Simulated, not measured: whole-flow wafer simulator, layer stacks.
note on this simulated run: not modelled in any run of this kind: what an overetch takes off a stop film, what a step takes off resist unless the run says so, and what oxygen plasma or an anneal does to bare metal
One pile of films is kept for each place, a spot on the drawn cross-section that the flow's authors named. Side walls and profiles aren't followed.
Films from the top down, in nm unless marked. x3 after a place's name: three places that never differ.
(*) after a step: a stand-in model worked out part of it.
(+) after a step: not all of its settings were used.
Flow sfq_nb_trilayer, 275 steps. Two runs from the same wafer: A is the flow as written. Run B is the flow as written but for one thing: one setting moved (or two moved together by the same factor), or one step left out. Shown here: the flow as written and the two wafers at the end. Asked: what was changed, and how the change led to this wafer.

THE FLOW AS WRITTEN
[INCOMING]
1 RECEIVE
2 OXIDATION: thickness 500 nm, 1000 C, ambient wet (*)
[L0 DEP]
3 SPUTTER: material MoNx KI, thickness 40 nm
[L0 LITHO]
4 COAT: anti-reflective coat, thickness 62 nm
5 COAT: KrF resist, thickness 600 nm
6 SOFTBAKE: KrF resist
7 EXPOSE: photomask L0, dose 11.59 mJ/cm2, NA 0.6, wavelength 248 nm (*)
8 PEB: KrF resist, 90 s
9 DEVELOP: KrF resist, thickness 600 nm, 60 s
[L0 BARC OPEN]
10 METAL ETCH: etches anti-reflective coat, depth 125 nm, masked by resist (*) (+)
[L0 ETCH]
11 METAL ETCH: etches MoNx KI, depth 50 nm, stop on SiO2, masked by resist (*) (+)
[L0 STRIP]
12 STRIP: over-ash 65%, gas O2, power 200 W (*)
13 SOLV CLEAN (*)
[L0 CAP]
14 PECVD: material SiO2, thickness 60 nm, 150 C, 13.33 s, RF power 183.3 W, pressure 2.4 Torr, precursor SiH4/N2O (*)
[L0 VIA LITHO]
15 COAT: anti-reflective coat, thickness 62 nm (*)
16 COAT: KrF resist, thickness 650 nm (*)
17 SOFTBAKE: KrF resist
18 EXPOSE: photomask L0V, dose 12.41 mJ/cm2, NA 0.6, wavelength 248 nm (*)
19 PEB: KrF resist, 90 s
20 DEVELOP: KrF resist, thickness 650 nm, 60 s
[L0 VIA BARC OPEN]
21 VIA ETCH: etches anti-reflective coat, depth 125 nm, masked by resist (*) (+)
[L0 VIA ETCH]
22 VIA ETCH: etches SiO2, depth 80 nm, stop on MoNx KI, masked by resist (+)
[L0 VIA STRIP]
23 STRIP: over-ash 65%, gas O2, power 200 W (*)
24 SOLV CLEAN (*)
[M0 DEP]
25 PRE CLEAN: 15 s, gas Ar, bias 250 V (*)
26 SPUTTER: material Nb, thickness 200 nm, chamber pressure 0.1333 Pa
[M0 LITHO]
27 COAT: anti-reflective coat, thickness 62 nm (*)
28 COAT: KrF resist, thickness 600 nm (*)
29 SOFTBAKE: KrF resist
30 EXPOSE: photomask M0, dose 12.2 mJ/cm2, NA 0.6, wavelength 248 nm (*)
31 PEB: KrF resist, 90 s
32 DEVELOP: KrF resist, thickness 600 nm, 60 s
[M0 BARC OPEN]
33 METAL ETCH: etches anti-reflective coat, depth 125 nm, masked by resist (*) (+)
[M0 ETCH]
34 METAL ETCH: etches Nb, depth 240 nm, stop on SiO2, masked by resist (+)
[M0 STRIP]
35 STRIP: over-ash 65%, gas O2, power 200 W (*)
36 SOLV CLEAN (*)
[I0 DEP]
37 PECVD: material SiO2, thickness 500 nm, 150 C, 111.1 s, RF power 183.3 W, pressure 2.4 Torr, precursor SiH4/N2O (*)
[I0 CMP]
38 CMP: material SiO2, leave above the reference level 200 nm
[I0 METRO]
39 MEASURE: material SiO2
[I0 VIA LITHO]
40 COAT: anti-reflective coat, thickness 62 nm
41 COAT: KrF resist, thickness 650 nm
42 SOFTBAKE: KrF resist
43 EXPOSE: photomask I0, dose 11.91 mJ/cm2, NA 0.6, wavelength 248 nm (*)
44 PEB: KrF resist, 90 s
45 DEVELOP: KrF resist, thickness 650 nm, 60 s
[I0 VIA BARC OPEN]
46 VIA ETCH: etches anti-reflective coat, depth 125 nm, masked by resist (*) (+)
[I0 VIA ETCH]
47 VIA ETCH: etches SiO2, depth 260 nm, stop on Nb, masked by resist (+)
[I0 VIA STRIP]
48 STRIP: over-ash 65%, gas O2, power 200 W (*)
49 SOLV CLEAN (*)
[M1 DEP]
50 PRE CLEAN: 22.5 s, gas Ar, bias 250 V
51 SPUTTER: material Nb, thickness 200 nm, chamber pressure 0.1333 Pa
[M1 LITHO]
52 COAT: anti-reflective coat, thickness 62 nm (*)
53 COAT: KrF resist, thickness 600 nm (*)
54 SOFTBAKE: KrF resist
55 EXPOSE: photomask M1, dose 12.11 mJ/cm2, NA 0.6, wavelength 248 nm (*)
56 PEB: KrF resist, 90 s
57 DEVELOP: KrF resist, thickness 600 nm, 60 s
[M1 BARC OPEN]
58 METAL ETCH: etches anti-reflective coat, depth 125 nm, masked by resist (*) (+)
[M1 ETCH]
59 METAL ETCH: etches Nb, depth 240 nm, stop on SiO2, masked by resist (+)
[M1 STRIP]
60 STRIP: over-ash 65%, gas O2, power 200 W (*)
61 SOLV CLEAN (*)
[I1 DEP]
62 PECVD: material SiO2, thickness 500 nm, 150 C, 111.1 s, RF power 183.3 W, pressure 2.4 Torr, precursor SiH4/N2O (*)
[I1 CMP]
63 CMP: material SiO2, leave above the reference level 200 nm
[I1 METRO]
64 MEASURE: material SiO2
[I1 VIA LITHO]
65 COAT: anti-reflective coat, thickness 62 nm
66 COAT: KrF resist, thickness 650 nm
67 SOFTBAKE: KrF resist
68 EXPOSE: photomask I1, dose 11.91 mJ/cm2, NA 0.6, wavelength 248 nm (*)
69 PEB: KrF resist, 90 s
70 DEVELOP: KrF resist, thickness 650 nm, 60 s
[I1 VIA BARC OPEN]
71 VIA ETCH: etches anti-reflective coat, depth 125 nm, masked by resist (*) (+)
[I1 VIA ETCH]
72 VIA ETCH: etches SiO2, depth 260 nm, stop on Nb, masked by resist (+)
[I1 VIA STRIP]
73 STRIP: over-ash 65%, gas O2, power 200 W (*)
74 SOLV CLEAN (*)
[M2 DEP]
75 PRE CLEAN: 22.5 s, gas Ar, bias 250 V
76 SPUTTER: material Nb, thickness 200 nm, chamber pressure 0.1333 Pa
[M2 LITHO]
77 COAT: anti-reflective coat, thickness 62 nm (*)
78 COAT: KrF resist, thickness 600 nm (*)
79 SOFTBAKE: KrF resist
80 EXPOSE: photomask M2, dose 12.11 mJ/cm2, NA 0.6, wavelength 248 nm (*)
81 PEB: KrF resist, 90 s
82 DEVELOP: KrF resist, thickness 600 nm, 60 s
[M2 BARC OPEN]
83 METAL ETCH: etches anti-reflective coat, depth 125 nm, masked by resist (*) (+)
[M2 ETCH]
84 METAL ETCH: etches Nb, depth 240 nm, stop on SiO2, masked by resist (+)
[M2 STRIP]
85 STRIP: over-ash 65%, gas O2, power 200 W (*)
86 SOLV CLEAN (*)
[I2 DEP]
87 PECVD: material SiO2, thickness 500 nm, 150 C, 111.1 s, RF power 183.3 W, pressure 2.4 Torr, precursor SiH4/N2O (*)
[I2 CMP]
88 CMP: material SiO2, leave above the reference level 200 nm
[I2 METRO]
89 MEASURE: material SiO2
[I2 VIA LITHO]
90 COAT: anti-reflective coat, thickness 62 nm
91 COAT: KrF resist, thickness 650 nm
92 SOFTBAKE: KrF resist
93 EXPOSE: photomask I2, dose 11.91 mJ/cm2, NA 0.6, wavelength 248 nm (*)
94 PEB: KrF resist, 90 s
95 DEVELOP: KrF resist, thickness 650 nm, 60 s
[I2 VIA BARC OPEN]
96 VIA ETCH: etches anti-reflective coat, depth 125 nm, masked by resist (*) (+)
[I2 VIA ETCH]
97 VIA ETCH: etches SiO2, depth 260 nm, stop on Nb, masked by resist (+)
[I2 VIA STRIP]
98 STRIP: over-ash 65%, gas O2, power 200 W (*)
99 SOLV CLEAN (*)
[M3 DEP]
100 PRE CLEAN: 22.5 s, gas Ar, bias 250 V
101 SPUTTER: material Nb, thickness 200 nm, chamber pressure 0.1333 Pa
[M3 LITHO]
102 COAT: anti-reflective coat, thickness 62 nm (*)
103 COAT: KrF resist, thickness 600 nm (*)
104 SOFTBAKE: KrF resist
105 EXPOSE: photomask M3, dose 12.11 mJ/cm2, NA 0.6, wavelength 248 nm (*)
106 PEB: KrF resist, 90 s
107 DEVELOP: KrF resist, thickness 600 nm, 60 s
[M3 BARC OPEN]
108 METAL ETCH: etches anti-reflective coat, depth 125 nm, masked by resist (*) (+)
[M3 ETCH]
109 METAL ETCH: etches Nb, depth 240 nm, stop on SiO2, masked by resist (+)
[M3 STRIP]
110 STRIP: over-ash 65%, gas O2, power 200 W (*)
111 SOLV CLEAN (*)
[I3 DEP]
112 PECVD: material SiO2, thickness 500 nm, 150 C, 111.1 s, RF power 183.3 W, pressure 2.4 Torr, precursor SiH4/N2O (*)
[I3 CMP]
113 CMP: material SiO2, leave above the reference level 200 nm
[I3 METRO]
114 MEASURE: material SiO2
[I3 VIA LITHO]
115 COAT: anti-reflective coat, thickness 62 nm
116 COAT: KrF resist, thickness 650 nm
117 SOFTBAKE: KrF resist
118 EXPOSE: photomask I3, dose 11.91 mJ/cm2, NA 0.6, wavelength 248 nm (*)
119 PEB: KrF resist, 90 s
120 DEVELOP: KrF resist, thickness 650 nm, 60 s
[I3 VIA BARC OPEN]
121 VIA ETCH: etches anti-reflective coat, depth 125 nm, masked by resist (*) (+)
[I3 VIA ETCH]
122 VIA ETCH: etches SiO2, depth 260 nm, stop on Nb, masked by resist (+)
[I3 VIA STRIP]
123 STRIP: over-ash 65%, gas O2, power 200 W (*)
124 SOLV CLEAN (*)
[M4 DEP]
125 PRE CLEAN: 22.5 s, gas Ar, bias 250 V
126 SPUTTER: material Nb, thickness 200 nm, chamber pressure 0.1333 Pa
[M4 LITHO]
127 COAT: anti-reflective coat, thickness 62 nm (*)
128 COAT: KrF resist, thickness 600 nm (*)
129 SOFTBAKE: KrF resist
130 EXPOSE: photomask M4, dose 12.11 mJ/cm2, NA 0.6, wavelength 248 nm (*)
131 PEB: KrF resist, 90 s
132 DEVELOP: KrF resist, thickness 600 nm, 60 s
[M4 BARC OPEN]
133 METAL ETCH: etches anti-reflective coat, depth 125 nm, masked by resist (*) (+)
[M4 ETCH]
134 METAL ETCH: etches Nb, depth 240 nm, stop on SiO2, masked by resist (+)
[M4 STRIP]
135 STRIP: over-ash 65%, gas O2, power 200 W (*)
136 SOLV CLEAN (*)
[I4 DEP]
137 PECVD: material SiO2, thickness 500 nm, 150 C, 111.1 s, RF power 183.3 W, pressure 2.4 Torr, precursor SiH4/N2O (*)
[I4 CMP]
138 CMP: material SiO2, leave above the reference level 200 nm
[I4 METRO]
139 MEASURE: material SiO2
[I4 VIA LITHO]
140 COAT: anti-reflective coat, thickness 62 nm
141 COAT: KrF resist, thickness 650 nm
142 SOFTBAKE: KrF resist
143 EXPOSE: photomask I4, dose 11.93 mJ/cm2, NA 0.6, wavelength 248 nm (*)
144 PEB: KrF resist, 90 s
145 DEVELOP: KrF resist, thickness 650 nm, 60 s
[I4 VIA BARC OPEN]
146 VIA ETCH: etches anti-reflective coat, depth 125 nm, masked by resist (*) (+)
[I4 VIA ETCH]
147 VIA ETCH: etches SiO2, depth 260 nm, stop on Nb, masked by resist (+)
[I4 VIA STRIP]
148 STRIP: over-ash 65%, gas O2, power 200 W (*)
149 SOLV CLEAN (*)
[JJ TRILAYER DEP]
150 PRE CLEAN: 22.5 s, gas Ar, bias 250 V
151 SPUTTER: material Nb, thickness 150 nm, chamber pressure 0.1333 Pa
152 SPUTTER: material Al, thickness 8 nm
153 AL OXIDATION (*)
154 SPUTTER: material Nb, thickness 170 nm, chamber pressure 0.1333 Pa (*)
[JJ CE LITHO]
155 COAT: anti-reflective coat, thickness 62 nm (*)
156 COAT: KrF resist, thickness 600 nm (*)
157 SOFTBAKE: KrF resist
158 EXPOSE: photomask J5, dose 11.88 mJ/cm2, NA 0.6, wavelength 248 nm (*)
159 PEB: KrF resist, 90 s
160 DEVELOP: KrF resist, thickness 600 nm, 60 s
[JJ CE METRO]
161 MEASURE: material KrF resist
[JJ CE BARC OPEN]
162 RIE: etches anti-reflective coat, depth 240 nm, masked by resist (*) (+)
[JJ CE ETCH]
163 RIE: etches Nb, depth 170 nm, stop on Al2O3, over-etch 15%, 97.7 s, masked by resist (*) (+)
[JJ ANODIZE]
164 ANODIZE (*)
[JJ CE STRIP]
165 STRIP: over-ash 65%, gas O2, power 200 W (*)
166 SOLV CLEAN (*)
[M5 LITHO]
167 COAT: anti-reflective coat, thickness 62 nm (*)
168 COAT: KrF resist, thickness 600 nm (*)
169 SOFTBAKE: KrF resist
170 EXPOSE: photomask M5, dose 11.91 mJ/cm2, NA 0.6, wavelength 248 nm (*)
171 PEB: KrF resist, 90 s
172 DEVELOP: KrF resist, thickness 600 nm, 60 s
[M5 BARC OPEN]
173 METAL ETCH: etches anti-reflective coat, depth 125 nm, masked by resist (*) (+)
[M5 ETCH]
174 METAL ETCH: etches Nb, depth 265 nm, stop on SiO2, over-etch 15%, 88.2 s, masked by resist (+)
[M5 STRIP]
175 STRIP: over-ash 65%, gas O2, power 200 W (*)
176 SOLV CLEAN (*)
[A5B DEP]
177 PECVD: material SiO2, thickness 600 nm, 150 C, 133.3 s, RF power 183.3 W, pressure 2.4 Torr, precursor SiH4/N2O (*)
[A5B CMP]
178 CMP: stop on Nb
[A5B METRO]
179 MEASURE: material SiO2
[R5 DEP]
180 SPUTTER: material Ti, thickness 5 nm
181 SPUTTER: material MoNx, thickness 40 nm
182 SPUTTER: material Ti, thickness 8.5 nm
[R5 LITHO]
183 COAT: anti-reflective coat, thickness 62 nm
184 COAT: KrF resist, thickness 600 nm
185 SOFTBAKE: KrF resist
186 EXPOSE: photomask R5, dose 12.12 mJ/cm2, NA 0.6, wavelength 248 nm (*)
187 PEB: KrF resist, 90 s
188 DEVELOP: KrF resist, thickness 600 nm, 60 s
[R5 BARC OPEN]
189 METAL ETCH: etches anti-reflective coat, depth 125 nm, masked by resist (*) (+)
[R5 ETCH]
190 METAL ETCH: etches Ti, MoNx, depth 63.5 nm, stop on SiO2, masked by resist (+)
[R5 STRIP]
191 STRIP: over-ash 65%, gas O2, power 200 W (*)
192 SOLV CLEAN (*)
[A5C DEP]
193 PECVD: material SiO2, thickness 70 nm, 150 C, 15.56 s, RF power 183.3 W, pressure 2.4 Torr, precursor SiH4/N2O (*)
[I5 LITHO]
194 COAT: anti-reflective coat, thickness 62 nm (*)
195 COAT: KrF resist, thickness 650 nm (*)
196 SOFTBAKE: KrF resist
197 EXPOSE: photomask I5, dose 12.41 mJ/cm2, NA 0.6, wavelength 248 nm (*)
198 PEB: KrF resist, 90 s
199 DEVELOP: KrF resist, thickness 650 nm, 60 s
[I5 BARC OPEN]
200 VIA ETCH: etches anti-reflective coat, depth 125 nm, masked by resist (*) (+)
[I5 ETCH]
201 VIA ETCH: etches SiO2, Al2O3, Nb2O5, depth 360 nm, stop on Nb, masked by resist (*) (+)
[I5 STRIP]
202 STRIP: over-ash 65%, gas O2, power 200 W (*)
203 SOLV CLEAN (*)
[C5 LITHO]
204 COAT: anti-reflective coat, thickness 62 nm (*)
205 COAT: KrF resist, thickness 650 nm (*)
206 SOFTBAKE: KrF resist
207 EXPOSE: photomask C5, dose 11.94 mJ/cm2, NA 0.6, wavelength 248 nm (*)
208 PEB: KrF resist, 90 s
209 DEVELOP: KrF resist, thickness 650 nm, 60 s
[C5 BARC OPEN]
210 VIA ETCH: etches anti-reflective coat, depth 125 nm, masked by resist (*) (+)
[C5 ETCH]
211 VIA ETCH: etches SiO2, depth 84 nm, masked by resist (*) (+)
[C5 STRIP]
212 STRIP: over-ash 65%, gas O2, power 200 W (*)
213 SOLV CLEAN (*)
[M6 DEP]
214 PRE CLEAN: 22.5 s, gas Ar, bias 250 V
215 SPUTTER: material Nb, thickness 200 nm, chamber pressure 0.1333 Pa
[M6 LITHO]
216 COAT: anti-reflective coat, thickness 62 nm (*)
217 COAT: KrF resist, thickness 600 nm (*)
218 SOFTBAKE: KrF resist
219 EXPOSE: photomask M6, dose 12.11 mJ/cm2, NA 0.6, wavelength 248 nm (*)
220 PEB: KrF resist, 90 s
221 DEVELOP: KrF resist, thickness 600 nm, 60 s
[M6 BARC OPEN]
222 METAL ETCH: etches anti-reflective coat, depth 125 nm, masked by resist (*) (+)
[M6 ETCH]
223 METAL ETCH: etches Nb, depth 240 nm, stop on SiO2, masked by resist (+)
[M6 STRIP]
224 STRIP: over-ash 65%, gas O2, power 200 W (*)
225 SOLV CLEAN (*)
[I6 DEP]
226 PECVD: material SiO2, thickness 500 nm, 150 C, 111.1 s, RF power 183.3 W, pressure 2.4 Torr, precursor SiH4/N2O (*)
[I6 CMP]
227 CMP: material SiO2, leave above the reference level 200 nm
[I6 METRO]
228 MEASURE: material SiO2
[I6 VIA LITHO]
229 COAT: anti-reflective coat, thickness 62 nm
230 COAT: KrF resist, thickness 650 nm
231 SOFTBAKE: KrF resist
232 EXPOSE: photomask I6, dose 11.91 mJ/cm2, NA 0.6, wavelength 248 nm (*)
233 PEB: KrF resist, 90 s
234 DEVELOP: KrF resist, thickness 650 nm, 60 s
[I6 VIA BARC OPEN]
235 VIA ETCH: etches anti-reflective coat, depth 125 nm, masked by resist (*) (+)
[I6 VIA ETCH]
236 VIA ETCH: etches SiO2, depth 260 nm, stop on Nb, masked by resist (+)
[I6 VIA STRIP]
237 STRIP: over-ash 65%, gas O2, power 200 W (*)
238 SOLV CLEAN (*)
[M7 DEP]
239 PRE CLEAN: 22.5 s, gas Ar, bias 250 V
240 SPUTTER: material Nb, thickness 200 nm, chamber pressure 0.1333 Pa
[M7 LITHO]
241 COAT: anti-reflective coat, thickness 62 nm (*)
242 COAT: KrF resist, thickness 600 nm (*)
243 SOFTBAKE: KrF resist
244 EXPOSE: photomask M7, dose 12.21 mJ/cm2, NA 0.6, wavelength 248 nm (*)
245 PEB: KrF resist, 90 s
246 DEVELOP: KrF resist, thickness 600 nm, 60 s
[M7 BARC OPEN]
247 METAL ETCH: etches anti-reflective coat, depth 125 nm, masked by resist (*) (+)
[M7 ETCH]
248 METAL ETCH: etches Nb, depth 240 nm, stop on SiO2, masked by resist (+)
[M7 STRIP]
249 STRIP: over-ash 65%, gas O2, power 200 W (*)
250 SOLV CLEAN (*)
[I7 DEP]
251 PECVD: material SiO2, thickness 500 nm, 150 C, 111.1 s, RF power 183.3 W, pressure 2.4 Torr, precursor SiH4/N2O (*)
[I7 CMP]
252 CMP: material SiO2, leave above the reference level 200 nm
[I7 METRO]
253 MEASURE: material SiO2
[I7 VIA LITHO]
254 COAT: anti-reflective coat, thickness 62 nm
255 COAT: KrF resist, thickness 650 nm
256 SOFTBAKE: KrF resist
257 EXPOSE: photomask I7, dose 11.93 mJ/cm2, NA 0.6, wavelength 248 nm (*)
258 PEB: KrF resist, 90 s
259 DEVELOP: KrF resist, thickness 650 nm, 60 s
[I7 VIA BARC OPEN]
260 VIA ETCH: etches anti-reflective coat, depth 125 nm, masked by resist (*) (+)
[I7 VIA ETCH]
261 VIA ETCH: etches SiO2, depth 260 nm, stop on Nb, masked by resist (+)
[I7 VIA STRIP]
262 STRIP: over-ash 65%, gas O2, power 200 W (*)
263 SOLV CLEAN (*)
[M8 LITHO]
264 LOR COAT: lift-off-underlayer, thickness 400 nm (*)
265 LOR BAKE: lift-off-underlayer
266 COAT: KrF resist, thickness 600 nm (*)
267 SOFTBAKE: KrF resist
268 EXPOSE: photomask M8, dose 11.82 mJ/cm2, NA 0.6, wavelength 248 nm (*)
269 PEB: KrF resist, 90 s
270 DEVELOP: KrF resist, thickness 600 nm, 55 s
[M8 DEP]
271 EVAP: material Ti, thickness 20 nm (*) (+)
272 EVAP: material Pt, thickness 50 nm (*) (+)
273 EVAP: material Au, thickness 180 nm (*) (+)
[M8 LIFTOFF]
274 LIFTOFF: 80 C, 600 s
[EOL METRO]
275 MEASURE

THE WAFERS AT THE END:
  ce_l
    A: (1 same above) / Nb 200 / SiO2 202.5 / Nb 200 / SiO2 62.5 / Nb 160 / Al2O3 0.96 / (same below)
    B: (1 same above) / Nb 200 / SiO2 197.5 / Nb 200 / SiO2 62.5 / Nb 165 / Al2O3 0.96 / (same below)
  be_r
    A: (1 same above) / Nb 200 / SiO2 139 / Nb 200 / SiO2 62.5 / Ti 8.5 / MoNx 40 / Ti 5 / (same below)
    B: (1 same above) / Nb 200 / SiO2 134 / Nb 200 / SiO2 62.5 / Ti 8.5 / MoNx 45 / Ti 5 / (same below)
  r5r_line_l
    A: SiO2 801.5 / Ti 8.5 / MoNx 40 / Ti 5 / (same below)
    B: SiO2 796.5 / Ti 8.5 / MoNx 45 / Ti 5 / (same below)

The cause: step 181, SPUTTER: thickness 45 nm was run, where the flow has thickness 40 nm.
It can be read off the wafer: be_r has MoNx 45, and step 181 as written asks for 40 nm.

How the change led to this, step by step:
  181 SPUTTER: material MoNx, thickness 40 nm
      field_l, v_sur, via_wl and 103 more: A MoNx +40 (new film) | B MoNx +45 (new film)
  190 METAL ETCH: etches Ti, MoNx, depth 63.5 nm, stop on SiO2, masked by resist (+)
      field_l, v_sur, via_wl and 92 more: A Ti -8.5 (all of it), MoNx -40 (all of it), Ti -5 (all of it) | B Ti -8.5 (all of it), MoNx -45 (all of it), Ti -5 (all of it)
      ce_l, c5j, ce_r, wl_jj: A Ti -8.5 (all of it), MoNx -40 (all of it), Ti -5 (all of it), Nb -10 | B Ti -8.5 (all of it), MoNx -45 (all of it), Ti -5 (all of it), Nb -5
  194 COAT: anti-reflective coat, thickness 62 nm (*)
      r5r_spacepad_l, r5r_spacepad_r: A anti-reflective coat +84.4 (new film) | B anti-reflective coat +86.5 (new film)
      ce_l: A anti-reflective coat +67.2 (new film) | B anti-reflective coat +65 (new film)
      (and at 4 more places)
  202 STRIP: over-ash 65%, gas O2, power 200 W (*)
      r5r_spacepad_l, r5r_spacepad_r: A KrF resist -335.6 (all of it), anti-reflective coat -84.4 (all of it) | B KrF resist -335.8 (all of it), anti-reflective coat -86.5 (all of it)
      ce_l: A KrF resist -341.5 (all of it), anti-reflective coat -67.2 (all of it) | B KrF resist -340.1 (all of it), anti-reflective coat -65 (all of it)
      (and at 4 more places)
  204 COAT: anti-reflective coat, thickness 62 nm (*)
      r5r_spacepad_l, r5r_spacepad_r: A anti-reflective coat +84.4 (new film) | B anti-reflective coat +86.5 (new film)
      ce_l: A anti-reflective coat +66 (new film) | B anti-reflective coat +63.8 (new film)
      (and at 4 more places)
  210 VIA ETCH: etches anti-reflective coat, depth 125 nm, masked by resist (*) (+)
      c5j: A anti-reflective coat -63.9 (all of it), SiO2 -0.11 | B anti-reflective coat -62.6 (all of it), SiO2 -0.11
  212 STRIP: over-ash 65%, gas O2, power 200 W (*)
      r5r_spacepad_l, r5r_spacepad_r: A KrF resist -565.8 (all of it), anti-reflective coat -84.4 (all of it) | B KrF resist -566.3 (all of it), anti-reflective coat -86.5 (all of it)
      ce_l: A KrF resist -567.4 (all of it), anti-reflective coat -66 (all of it) | B KrF resist -566.5 (all of it), anti-reflective coat -63.8 (all of it)
      (and at 3 more places)
  216 COAT: anti-reflective coat, thickness 62 nm (*)
      r5r_spacepad_l, r5r_spacepad_r: A anti-reflective coat +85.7 (new film) | B anti-reflective coat +88.2 (new film)
      jj_sur: A anti-reflective coat +56.1 (new film) | B anti-reflective coat +57.5 (new film)
      (and at 4 more places)
  222 METAL ETCH: etches anti-reflective coat, depth 125 nm, masked by resist (*) (+)
      r5r_spacepad_l, r5r_spacepad_r: A anti-reflective coat -85.7 (all of it) | B anti-reflective coat -88.2 (all of it)
  224 STRIP: over-ash 65%, gas O2, power 200 W (*)
      jj_sur: A KrF resist -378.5 (all of it), anti-reflective coat -56.1 (all of it) | B KrF resist -378.5 (all of it), anti-reflective coat -57.5 (all of it)
      ce_l: A KrF resist -397.1 (all of it), anti-reflective coat -48 (all of it) | B KrF resist -395.2 (all of it), anti-reflective coat -46.5 (all of it)
      (and at 3 more places)
  227 CMP: material SiO2, leave above the reference level 200 nm
      r5r_line_l, r5r_spacepad_l, r5r_spacepad_r, r5r_line_c, r5r_line_r: A SiO2 -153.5 | B SiO2 -158.5
      c5j: A SiO2 -223 | B SiO2 -228
